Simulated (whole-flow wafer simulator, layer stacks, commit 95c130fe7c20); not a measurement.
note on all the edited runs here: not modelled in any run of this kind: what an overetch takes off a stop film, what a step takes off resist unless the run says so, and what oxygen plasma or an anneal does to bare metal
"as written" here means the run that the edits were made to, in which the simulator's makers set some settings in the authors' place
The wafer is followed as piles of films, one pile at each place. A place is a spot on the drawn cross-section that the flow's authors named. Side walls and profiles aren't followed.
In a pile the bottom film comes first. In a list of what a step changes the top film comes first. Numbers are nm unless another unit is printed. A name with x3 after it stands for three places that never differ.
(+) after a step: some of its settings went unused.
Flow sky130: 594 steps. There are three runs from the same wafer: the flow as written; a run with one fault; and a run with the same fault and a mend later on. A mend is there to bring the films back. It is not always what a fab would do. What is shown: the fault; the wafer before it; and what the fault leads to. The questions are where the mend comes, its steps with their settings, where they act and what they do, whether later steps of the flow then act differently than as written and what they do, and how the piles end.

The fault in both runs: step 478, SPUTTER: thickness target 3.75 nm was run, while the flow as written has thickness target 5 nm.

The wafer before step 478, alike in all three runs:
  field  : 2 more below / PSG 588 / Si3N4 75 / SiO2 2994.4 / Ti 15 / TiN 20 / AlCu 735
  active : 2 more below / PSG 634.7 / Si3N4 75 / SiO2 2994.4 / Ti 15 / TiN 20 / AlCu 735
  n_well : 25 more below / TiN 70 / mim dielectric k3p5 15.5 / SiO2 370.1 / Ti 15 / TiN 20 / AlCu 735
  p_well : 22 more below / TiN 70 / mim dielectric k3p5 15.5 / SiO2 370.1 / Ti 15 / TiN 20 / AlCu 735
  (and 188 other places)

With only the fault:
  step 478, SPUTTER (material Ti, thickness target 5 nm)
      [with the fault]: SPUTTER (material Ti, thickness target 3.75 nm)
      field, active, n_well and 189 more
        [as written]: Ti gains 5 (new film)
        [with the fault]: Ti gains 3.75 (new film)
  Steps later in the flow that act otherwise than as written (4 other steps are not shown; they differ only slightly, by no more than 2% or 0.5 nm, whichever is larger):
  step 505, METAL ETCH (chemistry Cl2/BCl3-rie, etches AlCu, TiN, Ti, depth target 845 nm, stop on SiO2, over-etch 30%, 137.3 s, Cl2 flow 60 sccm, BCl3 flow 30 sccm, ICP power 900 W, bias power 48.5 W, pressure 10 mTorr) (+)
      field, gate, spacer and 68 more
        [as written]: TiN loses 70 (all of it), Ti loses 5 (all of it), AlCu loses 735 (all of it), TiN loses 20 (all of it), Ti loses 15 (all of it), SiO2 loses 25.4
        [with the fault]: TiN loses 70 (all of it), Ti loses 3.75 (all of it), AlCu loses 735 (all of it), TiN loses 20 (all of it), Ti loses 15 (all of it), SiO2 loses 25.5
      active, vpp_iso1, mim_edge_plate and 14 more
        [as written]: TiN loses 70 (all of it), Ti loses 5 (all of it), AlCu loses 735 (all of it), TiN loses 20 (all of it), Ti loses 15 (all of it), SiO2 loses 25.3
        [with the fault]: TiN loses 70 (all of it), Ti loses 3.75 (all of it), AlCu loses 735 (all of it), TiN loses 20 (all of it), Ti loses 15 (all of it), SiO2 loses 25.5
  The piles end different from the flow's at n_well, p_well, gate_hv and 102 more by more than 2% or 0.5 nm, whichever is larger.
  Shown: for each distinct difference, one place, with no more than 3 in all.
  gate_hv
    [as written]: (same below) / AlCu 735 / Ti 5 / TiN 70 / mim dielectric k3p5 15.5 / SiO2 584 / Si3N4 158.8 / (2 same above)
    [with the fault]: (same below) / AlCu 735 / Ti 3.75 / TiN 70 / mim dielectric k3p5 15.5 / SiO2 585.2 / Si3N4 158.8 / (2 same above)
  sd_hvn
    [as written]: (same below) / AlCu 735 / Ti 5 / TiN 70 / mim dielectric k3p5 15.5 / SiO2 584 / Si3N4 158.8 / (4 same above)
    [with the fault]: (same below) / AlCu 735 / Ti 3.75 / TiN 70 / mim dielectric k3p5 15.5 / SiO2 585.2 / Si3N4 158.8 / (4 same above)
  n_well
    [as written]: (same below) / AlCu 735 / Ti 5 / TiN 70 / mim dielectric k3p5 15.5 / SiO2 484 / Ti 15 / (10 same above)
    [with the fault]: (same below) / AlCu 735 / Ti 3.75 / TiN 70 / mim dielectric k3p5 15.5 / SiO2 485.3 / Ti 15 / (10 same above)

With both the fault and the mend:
  After step 478 comes the mend.
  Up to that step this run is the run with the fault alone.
  step 478a, SPUTTER (material Ti, thickness target 1.25 nm) (the flow's step 478, run once more with other settings)
      field, active, n_well and 189 more
        Ti gains 1.25
  None of the later steps of the flow acts differently than as written at any place that is followed.
  By the end, the piles equal the flow's at every place that both follow.
